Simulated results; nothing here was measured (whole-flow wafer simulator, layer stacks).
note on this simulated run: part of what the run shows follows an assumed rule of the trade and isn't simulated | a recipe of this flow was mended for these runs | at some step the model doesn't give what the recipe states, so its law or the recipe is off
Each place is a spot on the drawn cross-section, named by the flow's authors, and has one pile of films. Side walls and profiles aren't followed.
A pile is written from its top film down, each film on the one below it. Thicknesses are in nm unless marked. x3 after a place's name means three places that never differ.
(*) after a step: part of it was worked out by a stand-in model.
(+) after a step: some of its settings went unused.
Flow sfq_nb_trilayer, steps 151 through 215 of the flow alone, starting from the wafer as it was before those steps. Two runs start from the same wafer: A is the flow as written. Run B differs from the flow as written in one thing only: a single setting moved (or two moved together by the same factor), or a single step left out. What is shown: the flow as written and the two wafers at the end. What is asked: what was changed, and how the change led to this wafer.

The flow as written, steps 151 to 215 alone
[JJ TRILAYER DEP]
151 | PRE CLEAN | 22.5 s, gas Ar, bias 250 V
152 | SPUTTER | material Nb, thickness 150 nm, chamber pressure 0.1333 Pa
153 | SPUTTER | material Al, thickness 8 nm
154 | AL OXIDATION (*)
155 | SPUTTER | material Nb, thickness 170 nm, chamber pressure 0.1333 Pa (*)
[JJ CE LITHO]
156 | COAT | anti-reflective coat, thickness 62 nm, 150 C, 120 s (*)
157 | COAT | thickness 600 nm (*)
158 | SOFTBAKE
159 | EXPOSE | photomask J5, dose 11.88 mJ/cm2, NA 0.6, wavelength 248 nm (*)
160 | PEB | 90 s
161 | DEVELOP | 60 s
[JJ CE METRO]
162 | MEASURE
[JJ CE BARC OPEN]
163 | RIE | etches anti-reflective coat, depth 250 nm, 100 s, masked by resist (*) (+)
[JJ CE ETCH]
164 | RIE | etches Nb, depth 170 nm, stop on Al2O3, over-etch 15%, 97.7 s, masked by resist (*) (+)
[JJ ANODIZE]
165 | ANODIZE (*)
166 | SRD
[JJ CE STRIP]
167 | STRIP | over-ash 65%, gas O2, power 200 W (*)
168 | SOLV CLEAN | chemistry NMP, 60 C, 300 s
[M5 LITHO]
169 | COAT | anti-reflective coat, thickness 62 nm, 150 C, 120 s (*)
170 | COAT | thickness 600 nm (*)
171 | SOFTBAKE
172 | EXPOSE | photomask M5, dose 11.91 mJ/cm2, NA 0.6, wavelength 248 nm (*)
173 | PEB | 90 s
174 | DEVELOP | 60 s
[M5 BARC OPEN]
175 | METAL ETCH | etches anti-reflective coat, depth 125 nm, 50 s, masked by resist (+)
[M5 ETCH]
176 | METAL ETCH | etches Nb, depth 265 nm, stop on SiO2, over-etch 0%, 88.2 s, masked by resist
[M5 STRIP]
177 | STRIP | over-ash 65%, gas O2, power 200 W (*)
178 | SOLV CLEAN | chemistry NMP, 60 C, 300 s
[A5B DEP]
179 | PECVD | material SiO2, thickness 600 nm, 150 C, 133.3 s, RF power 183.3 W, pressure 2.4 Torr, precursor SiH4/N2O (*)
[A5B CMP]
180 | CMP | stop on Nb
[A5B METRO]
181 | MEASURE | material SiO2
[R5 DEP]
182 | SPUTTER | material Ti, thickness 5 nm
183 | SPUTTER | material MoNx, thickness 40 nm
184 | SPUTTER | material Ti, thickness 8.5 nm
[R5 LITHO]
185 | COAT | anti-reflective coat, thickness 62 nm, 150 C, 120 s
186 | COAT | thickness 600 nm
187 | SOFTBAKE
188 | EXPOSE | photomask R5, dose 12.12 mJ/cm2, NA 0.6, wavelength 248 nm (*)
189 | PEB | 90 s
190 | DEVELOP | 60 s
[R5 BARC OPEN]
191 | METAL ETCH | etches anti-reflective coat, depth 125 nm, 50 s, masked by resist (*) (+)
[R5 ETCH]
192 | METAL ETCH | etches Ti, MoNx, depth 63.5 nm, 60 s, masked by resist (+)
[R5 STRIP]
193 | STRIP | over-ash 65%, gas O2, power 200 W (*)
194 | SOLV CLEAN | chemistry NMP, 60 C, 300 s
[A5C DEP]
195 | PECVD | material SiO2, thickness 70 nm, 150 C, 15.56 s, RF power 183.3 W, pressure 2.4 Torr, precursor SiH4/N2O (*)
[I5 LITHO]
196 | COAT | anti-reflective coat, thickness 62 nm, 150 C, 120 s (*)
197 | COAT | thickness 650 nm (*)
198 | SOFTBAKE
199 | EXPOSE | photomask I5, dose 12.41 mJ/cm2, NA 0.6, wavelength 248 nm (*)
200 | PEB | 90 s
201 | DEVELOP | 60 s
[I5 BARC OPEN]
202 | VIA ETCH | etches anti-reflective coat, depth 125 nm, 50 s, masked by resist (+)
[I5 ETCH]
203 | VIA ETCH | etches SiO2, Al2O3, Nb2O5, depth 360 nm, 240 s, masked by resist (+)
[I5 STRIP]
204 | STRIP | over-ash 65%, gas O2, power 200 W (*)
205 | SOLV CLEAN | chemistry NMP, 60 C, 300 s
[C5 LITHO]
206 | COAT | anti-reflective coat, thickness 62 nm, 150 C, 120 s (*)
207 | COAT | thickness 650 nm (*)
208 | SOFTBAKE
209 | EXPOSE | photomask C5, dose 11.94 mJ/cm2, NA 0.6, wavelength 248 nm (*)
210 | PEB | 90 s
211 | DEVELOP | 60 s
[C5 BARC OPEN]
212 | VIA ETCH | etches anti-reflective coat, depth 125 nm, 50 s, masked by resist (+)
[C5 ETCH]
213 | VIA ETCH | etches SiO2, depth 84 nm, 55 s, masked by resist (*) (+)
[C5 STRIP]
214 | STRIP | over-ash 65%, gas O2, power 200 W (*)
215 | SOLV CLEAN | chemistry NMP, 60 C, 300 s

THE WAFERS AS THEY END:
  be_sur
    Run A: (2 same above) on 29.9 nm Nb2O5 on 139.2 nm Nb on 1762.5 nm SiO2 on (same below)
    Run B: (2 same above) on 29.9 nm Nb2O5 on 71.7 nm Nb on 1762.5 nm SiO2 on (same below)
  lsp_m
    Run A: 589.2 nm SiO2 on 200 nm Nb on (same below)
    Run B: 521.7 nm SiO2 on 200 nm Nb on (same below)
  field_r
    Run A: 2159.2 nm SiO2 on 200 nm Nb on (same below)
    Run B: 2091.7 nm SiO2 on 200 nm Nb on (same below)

The reason: step 152, SPUTTER: thickness 82.5 nm was run, while the flow as written has thickness 150 nm.

The path from the change to this, step by step:
  152 | SPUTTER | material Nb, thickness 150 nm, chamber pressure 0.1333 Pa
      field_l, v_sur, via_sp and 100 more: A Nb gains 150 (new film) | B Nb gains 82.5 (new film)
      via_wl, via_wr: A Nb gains 129.8 | B Nb gains 58.5
      (also at 1 further place)
  155 | SPUTTER | material Nb, thickness 170 nm, chamber pressure 0.1333 Pa (*)
      via_w: A Nb gains 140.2 (new film) | B Nb gains 144.3 (new film)
  156 | COAT | anti-reflective coat, thickness 62 nm, 150 C, 120 s (*)
      via_wl, via_wr: A anti-reflective coat gains 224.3 (new film) | B anti-reflective coat gains 238.7 (new film)
  157 | COAT | thickness 600 nm (*)
      via_w: A KrF-resist-other-grade gains 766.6 (new film) | B KrF-resist-other-grade gains 750.4 (new film)
  161 | DEVELOP | 60 s
      via_w: A KrF-resist-other-grade loses 764.9 (all of it) | B KrF-resist-other-grade loses 748.8 (all of it)
  163 | RIE | etches anti-reflective coat, depth 250 nm, 100 s, masked by resist (*) (+)
      via_wl, via_wr: A anti-reflective coat loses 224.3 (all of it) | B anti-reflective coat loses 238.7 (all of it)
  164 | RIE | etches Nb, depth 170 nm, stop on Al2O3, over-etch 15%, 97.7 s, masked by resist (*) (+)
      via_w: A Nb loses 140.2 (all of it), Al2O3 loses 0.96 (all of it) | B Nb loses 144.3 (all of it), Al2O3 loses 0.96 (all of it)
  165 | ANODIZE (*)
      via_wl, via_wr: A Al2O3 gains 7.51 (new film), Nb2O5 gains 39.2 (new film), Al loses 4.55 (all of it), Nb loses 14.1 | B Al2O3 gains 8.15 (new film), Nb2O5 gains 38.1 (new film), Al loses 4.94 (all of it), Nb loses 13.7
  169 | COAT | anti-reflective coat, thickness 62 nm, 150 C, 120 s (*)
      via_w: A anti-reflective coat gains 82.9 (new film) | B anti-reflective coat gains 76.9 (new film)
  176 | METAL ETCH | etches Nb, depth 265 nm, stop on SiO2, over-etch 0%, 88.2 s, masked by resist
      field_l, res, r_end and 47 more: A Al2O3 loses 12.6 (all of it), Nb2O5 loses 29.9 (all of it), Nb loses 139.2 (all of it), SiO2 loses 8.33 | B Al2O3 loses 12.6 (all of it), Nb2O5 loses 29.9 (all of it), Nb loses 71.7 (all of it), SiO2 loses 15.1
      r_sur, wl_a_sl, wl_a_m6: A Al2O3 loses 12.5 (all of it), Nb2O5 loses 29.9 (all of it), Nb loses 139.2 (all of it), SiO2 loses 8.33 | B Al2O3 loses 12.5 (all of it), Nb2O5 loses 29.9 (all of it), Nb loses 71.7 (all of it), SiO2 loses 15.1
  177 | STRIP | over-ash 65%, gas O2, power 200 W (*)
      via_w: A KrF-resist-other-grade loses 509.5 (all of it), anti-reflective coat loses 82.9 (all of it) | B KrF-resist-other-grade loses 503.1 (all of it), anti-reflective coat loses 76.9 (all of it)
  179 | PECVD | material SiO2, thickness 600 nm, 150 C, 133.3 s, RF power 183.3 W, pressure 2.4 Torr, precursor SiH4/N2O (*)
      via_wl, via_wr: A SiO2 gains 600 (new film) | B SiO2 gains 613.6 (new film)
  180 | CMP | stop on Nb
      field_l, lsp_m, ln_m6 and 44 more: A SiO2 loses 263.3 | B SiO2 loses 324
      r_sur, res, r_end, moat, field_r, lsp_l: A SiO2 loses 256.4 | B SiO2 loses 324
      (also at 3 further places)
